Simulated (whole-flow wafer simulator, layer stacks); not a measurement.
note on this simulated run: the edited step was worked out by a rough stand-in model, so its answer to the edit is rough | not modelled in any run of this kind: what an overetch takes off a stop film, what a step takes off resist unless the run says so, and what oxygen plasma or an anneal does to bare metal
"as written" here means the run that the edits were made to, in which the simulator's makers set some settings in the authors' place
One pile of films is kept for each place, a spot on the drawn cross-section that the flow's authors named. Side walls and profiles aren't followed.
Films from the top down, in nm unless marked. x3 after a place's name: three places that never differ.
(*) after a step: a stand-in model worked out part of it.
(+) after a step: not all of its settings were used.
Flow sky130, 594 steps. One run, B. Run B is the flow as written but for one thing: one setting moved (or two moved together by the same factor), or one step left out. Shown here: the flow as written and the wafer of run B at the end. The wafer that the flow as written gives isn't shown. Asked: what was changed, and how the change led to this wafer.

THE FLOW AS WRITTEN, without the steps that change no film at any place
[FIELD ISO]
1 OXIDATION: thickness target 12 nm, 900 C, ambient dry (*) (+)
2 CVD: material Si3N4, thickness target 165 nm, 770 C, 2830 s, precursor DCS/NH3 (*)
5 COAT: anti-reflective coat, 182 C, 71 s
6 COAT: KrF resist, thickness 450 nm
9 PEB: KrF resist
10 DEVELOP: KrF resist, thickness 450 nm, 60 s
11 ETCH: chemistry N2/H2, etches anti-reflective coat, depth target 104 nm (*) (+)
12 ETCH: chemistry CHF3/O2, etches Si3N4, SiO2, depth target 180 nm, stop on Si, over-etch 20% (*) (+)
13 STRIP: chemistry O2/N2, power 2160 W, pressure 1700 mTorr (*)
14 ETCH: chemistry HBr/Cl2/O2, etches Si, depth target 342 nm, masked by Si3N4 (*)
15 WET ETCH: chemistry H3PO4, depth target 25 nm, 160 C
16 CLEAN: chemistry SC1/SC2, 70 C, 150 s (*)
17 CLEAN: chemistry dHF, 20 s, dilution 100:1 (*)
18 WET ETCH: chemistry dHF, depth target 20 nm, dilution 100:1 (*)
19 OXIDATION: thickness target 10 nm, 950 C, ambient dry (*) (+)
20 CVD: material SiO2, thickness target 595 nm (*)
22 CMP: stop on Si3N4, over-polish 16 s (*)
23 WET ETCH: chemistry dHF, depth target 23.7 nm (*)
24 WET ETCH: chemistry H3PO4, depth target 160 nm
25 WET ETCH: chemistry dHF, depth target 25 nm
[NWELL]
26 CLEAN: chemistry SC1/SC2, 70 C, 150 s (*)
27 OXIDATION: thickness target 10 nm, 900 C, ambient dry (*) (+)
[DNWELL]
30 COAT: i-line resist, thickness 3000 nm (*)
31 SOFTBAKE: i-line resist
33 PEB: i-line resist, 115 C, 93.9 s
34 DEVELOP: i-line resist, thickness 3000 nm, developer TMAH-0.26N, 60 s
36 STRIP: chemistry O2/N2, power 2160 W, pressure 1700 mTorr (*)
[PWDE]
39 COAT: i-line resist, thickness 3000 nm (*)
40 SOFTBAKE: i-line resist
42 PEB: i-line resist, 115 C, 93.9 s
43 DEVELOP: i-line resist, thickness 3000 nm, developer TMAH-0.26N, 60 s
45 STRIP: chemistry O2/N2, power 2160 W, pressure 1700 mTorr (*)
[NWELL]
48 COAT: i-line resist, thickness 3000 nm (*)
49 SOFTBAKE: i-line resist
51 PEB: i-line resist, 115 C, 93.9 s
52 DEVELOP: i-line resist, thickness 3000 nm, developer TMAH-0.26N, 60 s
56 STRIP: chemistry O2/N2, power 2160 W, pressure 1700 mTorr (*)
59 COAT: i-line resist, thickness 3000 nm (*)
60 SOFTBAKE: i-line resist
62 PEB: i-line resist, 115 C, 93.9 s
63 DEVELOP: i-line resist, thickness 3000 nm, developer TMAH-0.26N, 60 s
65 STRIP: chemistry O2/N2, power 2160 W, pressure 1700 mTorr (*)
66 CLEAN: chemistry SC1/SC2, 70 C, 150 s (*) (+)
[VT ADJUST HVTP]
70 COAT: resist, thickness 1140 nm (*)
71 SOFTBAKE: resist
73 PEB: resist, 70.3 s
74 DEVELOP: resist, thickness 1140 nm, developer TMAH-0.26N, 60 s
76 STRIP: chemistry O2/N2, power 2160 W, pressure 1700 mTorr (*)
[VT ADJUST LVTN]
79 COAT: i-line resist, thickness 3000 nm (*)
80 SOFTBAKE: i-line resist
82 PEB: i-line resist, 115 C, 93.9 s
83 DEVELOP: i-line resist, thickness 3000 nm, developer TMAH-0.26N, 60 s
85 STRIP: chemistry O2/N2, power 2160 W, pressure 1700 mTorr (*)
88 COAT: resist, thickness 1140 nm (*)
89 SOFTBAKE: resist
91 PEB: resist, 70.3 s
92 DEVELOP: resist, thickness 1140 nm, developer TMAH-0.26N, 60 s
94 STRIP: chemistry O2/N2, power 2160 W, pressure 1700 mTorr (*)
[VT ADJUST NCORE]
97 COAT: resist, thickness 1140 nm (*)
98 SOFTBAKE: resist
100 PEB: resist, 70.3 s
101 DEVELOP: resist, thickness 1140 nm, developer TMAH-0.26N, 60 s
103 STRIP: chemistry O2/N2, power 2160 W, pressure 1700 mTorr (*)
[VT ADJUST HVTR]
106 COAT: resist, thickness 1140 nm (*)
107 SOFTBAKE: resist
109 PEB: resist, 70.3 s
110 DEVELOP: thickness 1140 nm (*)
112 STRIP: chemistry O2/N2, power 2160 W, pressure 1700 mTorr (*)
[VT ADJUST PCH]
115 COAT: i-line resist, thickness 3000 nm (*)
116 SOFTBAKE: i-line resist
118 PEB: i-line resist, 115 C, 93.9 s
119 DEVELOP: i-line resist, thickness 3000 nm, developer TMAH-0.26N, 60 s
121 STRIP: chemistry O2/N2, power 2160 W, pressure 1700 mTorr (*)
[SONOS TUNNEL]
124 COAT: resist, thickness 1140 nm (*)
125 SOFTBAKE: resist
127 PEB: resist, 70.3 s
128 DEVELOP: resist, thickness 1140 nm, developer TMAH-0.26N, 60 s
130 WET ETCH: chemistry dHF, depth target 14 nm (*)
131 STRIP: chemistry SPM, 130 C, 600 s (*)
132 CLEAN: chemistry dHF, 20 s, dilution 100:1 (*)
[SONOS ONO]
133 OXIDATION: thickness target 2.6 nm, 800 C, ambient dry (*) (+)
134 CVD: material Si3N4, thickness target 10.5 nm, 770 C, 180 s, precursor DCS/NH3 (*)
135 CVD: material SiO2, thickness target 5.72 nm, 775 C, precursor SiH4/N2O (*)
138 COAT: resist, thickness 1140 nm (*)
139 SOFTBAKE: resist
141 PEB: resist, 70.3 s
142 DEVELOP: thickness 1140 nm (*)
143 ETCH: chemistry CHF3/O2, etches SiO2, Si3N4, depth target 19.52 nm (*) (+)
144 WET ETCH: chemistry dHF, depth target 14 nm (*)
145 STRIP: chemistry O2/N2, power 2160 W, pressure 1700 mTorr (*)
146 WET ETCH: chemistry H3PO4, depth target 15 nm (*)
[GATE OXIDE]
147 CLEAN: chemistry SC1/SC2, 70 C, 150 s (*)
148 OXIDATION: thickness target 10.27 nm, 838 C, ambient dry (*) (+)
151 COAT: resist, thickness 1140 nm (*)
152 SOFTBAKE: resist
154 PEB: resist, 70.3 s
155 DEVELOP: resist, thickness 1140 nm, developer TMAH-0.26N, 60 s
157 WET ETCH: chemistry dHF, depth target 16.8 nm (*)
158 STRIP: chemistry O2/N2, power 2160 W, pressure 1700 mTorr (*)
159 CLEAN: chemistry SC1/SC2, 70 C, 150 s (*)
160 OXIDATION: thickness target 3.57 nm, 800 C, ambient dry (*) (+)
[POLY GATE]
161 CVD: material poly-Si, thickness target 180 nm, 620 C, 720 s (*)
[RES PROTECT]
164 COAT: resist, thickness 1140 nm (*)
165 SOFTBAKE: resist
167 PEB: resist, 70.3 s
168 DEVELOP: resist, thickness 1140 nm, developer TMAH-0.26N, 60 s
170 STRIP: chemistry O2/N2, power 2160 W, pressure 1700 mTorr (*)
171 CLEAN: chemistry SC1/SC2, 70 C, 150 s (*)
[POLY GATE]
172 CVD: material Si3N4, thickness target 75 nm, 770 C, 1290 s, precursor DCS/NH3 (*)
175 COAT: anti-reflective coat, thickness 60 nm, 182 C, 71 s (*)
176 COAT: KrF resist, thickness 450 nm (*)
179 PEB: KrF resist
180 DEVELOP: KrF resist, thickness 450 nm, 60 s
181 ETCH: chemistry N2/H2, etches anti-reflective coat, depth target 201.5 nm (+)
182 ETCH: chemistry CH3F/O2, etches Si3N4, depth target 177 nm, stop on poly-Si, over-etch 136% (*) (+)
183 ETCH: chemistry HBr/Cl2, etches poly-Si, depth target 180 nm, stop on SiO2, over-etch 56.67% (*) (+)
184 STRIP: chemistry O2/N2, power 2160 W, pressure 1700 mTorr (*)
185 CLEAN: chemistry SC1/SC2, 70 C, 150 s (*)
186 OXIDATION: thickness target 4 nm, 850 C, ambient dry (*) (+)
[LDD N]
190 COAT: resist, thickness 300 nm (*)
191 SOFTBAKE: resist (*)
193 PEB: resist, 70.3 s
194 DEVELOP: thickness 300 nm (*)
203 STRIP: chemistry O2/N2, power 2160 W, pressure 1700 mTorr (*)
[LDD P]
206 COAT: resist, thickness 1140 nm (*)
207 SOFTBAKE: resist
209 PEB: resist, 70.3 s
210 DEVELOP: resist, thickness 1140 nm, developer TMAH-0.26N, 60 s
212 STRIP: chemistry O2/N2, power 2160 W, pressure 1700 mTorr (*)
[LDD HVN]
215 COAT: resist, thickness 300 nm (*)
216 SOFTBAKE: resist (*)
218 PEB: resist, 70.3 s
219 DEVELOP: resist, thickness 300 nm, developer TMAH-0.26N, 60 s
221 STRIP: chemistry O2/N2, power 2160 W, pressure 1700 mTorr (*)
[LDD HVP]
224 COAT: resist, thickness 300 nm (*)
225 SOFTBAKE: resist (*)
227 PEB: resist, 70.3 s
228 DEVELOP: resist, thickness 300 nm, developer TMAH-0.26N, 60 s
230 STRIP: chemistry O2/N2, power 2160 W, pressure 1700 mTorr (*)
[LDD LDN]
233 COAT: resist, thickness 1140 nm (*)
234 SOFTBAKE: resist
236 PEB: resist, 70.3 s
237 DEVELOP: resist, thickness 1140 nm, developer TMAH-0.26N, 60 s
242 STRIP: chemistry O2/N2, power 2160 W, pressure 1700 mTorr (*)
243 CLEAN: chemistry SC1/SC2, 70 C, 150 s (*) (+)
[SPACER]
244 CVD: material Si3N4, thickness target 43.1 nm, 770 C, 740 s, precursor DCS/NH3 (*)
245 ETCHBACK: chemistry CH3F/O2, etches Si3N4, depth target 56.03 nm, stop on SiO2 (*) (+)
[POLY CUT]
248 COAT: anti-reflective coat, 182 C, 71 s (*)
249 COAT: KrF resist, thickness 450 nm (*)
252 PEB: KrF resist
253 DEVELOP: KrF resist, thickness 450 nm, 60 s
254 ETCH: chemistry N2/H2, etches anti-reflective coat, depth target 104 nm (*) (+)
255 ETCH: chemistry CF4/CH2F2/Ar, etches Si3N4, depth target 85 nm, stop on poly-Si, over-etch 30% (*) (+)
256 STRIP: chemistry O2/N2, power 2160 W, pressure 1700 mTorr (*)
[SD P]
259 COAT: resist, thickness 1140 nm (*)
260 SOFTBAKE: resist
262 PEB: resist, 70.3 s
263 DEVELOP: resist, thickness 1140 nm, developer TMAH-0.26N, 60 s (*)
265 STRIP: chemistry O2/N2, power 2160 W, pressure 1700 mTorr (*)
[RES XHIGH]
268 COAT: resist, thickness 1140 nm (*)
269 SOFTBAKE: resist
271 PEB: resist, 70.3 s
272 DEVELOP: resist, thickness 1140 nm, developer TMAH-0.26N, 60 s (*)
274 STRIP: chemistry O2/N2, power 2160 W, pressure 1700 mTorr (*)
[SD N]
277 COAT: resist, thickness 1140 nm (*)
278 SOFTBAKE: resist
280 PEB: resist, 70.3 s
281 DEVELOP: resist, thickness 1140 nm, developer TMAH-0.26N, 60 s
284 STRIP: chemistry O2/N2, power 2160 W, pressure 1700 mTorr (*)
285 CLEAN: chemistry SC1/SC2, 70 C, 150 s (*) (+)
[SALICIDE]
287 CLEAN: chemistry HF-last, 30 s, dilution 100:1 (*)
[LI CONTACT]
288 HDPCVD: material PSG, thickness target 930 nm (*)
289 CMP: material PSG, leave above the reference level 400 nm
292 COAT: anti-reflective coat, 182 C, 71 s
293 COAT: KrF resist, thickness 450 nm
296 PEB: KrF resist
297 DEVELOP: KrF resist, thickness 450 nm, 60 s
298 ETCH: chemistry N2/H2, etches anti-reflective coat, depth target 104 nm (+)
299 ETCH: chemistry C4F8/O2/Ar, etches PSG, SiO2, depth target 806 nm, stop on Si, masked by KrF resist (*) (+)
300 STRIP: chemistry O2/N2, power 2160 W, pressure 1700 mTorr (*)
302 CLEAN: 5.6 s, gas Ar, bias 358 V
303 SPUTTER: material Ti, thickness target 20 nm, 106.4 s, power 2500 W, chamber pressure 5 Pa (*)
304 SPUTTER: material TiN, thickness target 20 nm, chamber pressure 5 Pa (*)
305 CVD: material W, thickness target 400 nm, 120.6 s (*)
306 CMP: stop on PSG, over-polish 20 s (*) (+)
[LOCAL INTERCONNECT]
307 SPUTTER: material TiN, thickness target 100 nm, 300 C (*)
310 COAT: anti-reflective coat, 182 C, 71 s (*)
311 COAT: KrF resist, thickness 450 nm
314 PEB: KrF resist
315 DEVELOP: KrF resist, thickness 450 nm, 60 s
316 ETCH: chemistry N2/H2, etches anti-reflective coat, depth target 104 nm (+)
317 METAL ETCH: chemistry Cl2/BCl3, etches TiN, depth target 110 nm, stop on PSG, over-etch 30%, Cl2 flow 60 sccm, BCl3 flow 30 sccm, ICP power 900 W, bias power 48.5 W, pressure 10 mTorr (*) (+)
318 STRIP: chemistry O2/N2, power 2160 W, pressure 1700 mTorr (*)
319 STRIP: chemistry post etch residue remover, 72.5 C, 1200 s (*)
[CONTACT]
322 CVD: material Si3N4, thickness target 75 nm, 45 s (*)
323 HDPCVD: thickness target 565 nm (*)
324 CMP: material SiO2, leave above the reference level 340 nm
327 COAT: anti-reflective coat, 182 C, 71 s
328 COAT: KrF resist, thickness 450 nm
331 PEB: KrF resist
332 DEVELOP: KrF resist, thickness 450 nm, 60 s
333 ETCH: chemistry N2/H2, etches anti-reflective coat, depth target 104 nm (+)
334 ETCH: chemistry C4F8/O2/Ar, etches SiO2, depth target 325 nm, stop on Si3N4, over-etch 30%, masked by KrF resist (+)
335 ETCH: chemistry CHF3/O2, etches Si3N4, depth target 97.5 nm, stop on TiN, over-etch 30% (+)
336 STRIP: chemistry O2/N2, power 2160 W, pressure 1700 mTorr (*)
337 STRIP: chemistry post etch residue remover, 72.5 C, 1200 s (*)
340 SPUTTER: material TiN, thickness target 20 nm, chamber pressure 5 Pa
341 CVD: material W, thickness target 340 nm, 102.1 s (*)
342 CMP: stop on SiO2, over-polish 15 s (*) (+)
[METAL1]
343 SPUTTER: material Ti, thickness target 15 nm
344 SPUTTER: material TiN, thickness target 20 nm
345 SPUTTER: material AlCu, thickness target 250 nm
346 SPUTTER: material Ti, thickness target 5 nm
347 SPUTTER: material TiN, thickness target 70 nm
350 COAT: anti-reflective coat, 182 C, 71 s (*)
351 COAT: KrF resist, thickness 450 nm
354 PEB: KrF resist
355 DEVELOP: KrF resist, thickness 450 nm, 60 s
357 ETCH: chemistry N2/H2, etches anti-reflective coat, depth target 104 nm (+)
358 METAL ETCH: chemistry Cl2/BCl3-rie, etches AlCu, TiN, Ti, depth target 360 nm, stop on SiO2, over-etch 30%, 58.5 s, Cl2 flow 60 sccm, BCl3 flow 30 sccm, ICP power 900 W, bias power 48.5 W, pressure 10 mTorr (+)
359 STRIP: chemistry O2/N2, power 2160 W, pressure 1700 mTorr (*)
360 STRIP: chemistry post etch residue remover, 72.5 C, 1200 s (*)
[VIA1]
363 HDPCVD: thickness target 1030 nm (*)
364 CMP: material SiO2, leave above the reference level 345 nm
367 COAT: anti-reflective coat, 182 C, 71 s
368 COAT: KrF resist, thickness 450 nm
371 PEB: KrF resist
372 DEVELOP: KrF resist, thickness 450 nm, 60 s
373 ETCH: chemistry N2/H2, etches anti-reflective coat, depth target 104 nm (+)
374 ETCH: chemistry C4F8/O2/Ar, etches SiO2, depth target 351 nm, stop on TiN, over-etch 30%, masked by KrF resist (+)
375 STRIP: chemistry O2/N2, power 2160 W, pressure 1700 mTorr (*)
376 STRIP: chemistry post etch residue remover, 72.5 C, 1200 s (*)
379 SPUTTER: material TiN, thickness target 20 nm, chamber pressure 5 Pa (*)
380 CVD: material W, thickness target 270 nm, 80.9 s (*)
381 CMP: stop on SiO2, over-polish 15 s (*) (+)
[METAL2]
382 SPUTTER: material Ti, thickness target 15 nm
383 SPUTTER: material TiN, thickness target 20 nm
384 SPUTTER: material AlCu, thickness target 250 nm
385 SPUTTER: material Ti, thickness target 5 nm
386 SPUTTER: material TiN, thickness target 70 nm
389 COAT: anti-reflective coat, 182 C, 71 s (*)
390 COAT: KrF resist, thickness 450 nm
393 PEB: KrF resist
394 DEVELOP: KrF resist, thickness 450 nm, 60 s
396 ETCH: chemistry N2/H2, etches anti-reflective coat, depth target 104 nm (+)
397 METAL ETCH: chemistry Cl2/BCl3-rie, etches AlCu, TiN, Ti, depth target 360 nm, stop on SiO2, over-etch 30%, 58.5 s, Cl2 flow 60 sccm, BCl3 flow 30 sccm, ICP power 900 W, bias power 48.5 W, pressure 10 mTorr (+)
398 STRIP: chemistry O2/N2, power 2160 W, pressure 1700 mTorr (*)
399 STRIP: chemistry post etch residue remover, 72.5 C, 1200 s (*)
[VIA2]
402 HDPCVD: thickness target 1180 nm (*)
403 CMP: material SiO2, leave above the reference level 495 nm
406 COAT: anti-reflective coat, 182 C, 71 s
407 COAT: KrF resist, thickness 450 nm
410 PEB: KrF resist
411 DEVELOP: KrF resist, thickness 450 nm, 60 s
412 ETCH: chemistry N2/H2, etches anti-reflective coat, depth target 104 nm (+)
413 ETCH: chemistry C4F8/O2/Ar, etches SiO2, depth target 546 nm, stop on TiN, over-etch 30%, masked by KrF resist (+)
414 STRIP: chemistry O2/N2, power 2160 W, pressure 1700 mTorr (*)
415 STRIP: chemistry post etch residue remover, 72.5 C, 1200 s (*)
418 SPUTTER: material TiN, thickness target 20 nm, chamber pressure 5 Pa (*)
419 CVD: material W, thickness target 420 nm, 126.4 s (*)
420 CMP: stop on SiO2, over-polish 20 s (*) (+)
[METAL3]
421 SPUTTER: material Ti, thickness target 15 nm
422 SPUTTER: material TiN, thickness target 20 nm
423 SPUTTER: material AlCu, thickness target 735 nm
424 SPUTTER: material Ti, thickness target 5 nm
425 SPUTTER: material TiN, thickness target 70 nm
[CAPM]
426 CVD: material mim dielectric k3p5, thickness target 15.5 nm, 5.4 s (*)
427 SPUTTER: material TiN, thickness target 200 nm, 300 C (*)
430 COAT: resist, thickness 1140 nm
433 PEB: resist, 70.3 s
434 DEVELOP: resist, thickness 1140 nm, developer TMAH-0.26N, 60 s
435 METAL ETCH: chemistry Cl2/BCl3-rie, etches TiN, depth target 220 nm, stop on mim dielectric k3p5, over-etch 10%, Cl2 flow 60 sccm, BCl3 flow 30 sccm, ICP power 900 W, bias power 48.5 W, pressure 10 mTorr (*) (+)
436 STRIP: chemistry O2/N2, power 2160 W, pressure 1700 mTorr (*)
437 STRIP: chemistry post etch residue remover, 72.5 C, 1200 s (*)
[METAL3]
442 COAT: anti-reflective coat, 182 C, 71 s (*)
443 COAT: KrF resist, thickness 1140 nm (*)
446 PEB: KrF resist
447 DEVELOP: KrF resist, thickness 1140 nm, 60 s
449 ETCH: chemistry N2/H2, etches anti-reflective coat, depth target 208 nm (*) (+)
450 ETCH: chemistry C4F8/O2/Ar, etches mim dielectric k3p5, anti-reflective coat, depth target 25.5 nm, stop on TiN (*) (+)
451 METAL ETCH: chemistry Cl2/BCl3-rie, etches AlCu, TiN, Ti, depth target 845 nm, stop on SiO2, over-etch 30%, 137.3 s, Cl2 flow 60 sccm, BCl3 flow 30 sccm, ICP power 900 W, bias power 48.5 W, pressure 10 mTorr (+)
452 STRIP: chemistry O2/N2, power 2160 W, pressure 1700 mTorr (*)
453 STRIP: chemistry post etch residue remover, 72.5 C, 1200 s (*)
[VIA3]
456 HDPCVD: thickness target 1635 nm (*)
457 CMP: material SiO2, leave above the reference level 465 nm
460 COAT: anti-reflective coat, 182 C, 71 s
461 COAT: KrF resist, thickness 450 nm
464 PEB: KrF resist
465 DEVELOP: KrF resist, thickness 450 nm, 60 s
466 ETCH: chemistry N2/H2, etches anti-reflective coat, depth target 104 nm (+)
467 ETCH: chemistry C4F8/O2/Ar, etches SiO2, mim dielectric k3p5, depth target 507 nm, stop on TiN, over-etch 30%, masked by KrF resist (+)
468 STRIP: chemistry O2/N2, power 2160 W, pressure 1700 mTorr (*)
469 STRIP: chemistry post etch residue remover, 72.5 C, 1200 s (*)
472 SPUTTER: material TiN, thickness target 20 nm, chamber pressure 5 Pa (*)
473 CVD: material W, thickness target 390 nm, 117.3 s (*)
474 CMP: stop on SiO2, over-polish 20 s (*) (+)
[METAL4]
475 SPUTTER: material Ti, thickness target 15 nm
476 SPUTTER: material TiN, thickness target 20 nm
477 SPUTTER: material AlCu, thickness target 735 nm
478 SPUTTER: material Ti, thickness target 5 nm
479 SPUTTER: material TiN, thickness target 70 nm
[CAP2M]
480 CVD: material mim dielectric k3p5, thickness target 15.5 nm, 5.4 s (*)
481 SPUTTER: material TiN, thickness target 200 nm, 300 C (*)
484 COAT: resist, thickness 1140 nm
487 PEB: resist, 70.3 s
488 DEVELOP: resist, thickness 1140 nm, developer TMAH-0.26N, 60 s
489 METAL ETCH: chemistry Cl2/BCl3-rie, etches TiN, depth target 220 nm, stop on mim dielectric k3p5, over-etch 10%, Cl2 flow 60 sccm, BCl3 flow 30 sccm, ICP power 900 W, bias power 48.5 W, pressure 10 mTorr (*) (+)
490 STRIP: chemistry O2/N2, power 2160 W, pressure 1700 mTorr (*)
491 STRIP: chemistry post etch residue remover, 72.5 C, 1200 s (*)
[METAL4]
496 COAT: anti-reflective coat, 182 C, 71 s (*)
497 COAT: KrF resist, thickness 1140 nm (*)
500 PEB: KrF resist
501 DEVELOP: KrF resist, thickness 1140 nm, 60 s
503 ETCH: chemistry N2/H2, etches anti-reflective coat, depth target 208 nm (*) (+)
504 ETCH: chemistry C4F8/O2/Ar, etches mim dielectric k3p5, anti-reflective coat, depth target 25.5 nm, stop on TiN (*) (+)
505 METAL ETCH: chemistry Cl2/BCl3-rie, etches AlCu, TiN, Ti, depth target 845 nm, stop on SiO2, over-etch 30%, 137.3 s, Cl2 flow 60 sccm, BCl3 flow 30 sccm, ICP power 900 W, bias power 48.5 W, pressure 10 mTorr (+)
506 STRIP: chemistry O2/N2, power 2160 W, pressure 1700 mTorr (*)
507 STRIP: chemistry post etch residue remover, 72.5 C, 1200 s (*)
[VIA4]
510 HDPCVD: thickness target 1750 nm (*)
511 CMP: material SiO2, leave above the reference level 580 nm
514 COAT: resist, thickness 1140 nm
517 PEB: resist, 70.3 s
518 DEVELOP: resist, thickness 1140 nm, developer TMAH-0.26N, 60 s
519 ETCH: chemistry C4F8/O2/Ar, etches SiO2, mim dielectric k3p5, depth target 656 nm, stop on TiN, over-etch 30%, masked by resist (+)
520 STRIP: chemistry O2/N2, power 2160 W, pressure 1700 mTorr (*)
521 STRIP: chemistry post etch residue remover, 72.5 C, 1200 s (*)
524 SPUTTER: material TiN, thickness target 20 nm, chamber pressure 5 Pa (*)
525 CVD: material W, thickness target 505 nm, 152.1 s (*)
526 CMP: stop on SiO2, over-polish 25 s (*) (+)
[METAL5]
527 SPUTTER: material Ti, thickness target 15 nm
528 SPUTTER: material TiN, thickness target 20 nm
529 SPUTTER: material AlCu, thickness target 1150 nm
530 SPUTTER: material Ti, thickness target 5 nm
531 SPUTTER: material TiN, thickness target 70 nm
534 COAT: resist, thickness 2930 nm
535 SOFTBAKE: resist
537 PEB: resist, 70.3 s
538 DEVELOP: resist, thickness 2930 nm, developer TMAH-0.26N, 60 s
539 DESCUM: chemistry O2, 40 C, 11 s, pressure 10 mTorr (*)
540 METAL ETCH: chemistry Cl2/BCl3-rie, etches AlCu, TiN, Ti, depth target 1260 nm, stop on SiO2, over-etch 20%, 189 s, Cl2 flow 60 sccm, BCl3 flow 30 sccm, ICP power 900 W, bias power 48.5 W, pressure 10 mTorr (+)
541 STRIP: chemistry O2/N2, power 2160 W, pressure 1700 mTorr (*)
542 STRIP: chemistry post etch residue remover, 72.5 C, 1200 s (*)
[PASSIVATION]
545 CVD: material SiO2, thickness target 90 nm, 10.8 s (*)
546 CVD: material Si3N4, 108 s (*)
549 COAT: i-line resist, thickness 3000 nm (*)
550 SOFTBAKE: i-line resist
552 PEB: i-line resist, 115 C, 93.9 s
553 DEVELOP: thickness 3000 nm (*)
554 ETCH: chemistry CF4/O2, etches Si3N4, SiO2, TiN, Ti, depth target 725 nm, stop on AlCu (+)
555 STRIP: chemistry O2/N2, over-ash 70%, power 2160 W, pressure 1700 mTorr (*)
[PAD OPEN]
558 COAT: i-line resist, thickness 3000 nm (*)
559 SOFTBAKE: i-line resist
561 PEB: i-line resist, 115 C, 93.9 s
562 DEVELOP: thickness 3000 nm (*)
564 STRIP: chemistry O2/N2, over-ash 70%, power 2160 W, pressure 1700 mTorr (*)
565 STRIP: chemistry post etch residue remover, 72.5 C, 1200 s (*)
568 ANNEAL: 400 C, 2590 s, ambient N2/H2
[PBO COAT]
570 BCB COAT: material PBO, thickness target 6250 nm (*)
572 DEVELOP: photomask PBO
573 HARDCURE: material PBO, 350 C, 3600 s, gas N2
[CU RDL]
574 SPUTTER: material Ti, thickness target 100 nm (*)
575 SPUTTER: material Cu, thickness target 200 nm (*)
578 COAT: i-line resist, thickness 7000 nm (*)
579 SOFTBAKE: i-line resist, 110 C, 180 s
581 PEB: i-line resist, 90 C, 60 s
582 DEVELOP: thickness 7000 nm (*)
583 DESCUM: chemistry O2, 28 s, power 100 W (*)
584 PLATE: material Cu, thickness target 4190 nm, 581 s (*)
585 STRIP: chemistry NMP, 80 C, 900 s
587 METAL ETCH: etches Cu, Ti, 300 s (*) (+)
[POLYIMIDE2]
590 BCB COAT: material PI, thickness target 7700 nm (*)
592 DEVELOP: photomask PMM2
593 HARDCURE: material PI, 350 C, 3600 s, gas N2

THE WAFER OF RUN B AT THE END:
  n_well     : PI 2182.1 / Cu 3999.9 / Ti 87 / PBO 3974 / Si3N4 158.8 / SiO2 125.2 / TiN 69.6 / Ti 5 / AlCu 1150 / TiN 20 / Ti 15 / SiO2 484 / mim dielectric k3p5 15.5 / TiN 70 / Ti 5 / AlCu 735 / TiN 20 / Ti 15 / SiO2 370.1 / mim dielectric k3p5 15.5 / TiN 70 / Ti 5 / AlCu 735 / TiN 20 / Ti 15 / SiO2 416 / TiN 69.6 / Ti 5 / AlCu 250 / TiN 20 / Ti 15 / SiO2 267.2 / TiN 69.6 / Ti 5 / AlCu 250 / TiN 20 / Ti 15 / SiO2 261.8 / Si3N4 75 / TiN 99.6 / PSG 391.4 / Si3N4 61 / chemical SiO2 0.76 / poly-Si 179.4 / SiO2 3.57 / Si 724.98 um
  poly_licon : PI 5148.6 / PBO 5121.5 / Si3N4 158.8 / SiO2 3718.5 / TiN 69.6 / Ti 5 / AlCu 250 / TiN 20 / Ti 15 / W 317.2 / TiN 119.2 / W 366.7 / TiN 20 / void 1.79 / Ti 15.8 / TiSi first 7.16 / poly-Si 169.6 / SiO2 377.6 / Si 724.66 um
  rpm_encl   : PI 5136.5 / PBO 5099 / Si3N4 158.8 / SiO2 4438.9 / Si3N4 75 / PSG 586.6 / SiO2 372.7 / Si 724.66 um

The cause: step 574, SPUTTER: thickness target 87 nm was run, where the flow has thickness target 100 nm.
It can be read off the wafer: n_well has Ti 87, and step 574 as written asks for 100 nm.

How the change led to this, step by step:
  574 SPUTTER: material Ti, thickness target 100 nm (*)
      field, active, n_well and 190 more: Ti +87 (new film) (as written it would be: Ti +100 (new film))
  587 METAL ETCH: etches Cu, Ti, 300 s (*) (+)
      field, active, gate and 167 more: Cu -200 (all of it), Ti -87 (all of it) (as written it would be: Cu -200 (all of it), Ti -100 (all of it))
  590 BCB COAT: material PI, thickness target 7700 nm (*)
      de16_gate_nw: PI +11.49 um (new film) (as written it would be: PI +11.5 um (new film))
